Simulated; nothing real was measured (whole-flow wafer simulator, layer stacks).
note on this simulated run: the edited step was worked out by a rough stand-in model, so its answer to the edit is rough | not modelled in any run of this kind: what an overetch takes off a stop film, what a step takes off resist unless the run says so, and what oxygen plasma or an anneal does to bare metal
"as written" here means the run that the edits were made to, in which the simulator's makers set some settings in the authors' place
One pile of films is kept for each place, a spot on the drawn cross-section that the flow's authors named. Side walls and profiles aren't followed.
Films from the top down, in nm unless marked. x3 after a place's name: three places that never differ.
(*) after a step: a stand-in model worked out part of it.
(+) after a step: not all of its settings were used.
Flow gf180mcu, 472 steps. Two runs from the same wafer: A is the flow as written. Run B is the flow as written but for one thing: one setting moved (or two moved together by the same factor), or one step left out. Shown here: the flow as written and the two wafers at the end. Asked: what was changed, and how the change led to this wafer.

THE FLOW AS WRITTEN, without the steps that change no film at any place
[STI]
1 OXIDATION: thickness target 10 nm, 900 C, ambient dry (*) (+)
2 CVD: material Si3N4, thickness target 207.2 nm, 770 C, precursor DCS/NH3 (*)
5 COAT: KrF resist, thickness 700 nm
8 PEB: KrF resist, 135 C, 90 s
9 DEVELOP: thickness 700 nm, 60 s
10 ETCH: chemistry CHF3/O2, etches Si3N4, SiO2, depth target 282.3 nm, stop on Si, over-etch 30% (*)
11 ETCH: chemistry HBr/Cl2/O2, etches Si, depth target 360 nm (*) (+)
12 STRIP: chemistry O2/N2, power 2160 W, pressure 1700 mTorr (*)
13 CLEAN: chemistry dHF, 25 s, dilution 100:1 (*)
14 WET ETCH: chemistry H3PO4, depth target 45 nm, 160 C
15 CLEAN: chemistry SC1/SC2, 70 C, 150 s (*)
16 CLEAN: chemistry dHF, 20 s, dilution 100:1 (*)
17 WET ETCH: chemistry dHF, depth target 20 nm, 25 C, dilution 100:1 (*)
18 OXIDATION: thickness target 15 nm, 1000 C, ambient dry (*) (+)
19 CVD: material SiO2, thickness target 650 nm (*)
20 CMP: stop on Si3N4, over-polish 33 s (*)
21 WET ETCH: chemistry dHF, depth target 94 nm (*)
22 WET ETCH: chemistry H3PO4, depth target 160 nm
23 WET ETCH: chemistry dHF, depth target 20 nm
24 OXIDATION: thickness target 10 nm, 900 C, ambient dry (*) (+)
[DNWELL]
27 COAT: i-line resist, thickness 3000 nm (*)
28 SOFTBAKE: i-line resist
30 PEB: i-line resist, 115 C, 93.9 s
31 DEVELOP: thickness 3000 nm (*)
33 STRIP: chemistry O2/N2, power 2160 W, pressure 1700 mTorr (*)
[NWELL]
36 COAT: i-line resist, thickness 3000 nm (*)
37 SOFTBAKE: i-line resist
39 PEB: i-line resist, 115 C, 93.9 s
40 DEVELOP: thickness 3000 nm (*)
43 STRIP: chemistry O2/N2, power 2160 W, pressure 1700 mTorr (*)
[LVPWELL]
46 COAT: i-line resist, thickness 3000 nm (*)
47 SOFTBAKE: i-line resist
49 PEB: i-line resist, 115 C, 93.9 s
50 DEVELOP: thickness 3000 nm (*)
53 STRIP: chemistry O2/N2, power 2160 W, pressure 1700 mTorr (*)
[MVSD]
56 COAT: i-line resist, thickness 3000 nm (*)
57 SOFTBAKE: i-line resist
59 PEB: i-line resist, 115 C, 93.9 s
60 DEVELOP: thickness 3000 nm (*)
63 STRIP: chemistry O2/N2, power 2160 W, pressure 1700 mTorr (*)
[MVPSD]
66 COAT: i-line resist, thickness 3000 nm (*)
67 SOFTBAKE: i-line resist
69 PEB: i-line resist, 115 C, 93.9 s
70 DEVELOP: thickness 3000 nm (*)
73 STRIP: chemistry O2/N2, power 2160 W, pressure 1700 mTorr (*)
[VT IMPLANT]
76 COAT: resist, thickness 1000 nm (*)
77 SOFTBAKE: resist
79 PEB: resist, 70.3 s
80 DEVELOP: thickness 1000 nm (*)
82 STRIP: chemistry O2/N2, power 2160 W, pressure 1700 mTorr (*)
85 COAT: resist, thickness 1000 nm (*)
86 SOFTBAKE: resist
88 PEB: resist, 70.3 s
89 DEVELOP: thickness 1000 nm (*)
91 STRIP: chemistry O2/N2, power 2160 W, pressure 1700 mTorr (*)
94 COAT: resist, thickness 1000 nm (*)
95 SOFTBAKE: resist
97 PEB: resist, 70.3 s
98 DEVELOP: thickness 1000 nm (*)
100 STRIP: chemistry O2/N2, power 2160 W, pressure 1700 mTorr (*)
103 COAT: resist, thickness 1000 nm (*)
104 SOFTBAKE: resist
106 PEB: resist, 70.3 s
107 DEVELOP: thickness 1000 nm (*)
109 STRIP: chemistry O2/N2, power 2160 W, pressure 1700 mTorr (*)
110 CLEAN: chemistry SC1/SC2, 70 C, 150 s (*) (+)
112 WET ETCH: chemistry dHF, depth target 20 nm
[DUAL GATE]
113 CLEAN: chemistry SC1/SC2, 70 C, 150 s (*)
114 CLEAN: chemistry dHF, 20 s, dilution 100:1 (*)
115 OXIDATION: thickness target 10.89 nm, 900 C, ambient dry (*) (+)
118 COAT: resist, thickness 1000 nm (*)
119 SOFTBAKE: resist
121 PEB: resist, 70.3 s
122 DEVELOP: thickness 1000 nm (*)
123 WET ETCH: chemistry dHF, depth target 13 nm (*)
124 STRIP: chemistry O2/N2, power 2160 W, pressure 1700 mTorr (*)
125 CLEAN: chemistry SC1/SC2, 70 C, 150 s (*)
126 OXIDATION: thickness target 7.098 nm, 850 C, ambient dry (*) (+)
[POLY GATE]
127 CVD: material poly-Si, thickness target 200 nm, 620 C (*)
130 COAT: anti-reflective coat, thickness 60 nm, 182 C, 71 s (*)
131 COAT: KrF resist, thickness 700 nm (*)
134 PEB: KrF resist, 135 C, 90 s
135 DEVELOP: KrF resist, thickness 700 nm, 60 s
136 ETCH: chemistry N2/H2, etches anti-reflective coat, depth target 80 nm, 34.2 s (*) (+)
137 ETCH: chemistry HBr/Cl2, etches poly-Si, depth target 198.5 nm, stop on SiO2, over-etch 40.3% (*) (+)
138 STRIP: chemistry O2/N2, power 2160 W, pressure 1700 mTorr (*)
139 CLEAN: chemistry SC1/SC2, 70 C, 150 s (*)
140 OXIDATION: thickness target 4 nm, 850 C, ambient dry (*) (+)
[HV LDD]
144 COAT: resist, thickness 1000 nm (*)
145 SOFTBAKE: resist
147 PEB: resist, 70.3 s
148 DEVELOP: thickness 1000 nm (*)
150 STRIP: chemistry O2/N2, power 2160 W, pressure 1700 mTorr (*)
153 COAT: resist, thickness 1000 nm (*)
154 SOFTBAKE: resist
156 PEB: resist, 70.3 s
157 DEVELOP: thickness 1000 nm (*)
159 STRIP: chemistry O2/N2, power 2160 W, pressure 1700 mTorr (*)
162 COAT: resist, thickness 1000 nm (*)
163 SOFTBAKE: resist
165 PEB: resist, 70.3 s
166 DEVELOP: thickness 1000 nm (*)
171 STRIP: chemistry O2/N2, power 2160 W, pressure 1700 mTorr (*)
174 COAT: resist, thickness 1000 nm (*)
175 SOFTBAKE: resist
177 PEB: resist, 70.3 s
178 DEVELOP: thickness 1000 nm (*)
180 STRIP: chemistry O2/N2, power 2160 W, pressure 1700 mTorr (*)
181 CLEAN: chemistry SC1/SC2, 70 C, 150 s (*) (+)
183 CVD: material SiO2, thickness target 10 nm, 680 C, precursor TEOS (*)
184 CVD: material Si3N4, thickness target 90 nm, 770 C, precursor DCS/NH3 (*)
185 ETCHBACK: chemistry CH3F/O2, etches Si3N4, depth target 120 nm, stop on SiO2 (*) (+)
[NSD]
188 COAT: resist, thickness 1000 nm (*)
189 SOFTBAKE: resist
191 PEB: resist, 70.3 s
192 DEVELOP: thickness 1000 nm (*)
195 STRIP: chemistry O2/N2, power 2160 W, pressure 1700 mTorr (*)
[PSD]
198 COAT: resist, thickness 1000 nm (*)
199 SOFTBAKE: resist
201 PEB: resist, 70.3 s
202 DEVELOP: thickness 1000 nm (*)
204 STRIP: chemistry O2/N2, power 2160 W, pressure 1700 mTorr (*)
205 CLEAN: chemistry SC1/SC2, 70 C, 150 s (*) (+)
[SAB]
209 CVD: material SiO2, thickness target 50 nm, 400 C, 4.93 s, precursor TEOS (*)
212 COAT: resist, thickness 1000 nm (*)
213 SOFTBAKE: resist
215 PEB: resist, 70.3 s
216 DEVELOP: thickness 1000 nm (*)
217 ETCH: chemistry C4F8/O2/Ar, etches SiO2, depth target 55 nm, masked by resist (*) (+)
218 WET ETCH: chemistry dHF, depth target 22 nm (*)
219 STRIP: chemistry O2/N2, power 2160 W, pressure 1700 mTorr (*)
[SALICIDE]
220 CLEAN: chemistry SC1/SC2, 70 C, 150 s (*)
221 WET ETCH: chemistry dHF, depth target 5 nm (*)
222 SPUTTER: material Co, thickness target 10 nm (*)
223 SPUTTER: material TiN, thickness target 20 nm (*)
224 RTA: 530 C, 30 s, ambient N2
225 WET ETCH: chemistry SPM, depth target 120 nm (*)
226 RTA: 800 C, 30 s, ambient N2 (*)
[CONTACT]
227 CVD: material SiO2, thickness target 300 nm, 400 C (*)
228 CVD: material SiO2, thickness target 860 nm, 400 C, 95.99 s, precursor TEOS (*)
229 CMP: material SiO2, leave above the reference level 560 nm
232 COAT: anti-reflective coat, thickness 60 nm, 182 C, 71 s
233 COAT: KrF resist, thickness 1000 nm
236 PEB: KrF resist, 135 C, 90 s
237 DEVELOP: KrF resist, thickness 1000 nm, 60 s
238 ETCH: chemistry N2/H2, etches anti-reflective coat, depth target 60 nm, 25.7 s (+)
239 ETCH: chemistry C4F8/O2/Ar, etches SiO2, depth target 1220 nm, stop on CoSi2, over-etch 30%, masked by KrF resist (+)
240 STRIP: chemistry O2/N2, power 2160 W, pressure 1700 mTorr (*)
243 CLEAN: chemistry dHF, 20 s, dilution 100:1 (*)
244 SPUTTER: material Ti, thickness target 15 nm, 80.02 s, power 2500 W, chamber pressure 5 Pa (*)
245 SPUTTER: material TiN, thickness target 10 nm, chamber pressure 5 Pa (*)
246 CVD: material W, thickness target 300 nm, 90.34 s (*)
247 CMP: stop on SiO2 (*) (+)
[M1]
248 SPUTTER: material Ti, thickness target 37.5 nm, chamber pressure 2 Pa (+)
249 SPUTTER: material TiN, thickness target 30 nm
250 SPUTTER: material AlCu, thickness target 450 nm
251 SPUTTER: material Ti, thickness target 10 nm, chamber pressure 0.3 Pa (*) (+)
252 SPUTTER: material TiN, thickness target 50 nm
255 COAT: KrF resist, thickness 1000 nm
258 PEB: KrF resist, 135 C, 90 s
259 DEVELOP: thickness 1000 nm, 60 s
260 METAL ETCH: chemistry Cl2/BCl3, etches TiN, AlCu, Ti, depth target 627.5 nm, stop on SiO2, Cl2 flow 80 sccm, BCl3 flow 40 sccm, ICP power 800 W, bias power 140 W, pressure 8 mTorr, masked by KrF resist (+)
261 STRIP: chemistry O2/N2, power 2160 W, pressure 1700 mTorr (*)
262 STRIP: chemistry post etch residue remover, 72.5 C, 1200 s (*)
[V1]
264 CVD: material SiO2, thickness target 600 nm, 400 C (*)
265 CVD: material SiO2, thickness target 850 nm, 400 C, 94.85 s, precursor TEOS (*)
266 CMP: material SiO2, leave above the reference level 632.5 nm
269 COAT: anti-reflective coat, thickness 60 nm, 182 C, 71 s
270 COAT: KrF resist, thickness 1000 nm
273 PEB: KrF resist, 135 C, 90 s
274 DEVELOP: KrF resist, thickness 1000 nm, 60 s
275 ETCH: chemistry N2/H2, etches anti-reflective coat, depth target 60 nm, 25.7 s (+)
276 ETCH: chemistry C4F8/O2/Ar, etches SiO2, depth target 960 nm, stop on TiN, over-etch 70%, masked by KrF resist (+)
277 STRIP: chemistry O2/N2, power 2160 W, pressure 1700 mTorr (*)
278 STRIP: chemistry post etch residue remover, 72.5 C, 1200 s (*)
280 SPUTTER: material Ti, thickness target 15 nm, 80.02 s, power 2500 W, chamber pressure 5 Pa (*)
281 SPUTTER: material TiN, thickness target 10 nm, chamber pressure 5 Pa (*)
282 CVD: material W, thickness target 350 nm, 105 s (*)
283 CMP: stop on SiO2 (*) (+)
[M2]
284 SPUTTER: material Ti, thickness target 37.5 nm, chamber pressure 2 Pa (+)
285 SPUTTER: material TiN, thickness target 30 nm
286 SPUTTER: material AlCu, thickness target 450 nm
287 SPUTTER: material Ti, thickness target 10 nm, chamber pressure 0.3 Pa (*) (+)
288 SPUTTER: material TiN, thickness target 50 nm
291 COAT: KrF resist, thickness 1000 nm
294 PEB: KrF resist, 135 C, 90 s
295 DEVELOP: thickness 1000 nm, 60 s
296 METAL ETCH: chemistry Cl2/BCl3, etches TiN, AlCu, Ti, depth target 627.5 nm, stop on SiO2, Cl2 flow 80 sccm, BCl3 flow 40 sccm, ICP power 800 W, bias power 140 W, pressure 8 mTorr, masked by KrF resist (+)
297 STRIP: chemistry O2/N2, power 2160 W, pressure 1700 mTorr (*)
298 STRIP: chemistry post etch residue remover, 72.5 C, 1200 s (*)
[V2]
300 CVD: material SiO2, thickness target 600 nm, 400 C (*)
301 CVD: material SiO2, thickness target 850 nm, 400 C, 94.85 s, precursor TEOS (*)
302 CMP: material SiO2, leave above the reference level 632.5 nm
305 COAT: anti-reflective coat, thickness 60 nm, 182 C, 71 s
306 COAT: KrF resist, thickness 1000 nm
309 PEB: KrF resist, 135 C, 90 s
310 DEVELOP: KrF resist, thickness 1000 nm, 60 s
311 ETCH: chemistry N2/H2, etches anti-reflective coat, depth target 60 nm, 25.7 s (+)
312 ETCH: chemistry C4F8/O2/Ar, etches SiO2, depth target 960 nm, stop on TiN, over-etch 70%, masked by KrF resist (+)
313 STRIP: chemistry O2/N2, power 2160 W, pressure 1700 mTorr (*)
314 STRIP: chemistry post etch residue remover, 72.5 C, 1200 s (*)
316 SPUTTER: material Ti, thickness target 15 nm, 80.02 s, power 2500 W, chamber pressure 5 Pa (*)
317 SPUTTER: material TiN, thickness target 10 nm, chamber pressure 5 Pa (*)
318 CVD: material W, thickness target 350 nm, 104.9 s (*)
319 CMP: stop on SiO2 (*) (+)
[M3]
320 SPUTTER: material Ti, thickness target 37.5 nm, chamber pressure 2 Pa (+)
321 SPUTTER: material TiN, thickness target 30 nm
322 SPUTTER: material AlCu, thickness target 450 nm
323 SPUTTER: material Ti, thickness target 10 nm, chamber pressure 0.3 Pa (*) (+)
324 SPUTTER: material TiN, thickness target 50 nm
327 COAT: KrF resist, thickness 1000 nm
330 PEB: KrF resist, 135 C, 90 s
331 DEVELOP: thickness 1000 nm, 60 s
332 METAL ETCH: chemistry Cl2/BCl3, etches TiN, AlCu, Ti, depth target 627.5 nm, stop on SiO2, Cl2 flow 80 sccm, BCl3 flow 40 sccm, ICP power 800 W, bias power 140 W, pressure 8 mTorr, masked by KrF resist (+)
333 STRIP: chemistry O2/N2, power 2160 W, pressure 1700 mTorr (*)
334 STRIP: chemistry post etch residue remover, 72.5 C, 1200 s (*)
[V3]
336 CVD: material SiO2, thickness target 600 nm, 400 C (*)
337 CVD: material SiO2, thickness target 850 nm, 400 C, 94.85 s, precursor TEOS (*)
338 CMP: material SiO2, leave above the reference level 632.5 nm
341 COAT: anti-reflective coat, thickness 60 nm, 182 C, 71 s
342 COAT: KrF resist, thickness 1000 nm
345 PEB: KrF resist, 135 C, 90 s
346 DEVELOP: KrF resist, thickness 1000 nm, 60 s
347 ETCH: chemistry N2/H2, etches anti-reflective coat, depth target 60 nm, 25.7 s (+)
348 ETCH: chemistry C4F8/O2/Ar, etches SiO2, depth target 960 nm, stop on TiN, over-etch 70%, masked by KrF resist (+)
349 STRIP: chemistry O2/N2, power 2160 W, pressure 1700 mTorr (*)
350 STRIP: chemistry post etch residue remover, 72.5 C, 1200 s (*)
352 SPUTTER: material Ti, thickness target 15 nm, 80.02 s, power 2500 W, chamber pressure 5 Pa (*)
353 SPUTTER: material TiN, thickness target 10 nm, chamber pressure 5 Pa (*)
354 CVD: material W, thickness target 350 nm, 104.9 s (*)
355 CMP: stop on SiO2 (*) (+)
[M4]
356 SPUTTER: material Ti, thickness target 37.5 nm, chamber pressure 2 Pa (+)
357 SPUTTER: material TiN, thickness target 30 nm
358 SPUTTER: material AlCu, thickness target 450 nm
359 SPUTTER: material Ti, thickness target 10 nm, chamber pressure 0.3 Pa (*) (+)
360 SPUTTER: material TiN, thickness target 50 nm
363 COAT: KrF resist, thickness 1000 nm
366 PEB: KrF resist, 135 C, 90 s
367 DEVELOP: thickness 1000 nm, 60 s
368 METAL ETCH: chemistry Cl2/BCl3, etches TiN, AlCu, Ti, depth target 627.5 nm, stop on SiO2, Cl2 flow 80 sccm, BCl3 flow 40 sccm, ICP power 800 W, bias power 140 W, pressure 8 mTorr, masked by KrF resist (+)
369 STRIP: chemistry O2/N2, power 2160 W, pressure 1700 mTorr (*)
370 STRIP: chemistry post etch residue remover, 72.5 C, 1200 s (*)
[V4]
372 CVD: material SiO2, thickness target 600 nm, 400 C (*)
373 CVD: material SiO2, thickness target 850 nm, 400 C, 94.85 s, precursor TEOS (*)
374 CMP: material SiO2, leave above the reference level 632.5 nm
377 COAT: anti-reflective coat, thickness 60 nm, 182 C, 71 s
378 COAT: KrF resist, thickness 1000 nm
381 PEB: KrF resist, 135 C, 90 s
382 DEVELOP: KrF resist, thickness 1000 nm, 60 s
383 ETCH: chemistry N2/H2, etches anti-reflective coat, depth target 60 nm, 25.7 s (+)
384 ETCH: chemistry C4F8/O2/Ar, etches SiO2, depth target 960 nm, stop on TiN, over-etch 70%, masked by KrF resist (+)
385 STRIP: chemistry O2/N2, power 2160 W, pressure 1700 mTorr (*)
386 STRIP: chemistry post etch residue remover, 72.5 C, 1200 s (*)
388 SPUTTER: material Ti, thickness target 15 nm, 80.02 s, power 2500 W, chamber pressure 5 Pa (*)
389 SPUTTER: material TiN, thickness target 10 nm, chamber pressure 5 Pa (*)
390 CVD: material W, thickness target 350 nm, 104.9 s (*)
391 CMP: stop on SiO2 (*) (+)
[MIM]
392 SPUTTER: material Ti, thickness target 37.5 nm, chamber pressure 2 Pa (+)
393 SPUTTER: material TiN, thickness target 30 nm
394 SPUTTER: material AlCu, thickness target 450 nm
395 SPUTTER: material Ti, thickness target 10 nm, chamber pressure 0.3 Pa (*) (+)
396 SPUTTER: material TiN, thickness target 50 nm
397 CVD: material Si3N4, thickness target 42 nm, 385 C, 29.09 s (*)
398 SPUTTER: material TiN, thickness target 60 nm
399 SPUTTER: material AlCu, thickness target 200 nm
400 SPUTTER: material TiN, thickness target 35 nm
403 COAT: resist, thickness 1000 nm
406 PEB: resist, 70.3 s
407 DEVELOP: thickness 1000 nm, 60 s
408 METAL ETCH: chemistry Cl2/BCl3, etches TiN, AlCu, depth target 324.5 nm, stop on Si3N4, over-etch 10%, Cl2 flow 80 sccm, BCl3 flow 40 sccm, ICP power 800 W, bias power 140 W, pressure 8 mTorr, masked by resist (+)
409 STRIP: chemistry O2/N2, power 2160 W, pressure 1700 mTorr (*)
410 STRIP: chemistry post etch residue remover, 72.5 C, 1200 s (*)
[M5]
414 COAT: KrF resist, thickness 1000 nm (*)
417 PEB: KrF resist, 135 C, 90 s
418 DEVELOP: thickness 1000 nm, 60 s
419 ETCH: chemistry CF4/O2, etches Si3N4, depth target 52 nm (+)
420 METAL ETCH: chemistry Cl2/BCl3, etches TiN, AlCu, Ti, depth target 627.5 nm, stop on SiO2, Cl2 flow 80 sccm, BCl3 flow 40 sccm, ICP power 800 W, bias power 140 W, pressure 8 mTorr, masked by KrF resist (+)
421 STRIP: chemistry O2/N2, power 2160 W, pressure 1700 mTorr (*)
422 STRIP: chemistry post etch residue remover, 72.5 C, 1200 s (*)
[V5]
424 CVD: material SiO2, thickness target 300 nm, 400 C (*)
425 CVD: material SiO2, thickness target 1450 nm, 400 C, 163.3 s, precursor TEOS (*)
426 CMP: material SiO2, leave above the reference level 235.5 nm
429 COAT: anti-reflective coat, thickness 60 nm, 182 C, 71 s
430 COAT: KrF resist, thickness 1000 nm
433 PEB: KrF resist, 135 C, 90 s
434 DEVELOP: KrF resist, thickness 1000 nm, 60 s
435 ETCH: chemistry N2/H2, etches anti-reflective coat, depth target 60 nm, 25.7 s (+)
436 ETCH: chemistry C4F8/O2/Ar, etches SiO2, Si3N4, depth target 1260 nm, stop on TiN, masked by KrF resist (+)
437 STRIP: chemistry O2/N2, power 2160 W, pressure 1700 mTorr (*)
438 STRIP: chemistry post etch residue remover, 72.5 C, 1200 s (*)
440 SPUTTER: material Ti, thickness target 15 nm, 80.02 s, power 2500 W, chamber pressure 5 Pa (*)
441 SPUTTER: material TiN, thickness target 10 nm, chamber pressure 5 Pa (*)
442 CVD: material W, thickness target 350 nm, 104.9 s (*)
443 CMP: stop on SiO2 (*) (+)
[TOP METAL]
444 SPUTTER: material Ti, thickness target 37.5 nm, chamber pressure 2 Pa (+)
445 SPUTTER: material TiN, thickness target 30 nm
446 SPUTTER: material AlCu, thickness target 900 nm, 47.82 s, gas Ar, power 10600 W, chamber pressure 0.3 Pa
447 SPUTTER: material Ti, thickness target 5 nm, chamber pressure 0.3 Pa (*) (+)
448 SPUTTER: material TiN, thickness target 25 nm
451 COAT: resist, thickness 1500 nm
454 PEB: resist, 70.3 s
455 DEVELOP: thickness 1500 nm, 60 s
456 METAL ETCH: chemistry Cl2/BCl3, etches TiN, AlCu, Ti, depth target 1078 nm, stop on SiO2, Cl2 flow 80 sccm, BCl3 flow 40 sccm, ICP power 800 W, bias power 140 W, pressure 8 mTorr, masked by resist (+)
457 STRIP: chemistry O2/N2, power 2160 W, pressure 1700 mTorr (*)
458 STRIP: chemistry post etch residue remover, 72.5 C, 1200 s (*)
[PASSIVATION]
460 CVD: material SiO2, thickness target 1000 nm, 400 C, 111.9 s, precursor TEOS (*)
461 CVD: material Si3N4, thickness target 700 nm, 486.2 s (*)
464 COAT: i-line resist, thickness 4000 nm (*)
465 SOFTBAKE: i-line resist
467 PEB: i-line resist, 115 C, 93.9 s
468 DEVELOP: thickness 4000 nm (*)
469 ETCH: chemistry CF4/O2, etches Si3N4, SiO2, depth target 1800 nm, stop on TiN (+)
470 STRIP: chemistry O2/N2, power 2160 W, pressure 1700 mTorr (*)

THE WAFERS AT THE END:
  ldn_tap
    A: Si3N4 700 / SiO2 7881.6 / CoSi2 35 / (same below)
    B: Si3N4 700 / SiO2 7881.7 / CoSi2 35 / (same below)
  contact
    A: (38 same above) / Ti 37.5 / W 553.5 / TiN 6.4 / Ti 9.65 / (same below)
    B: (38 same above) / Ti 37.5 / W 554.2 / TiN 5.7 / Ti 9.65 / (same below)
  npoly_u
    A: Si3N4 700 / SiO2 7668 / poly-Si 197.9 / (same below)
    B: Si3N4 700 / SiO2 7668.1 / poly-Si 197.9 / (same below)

The cause: step 281, SPUTTER: thickness target 8.9 nm was run, where the flow has thickness target 10 nm.

How the change led to this, step by step:
  281 SPUTTER: material TiN, thickness target 10 nm, chamber pressure 5 Pa (*)
      field, field__w1, field__w2 and 107 more: A TiN +10 (new film) | B TiN +8.9 (new film)
      contact: A TiN +6.4 (new film) | B TiN +5.7 (new film)
  283 CMP: stop on SiO2 (*) (+)
      field, field__w1, field__w2 and 107 more: A W -350 (all of it), TiN -10 (all of it), Ti -15 (all of it), SiO2 -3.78 | B W -350 (all of it), TiN -8.9 (all of it), Ti -15 (all of it), SiO2 -3.77
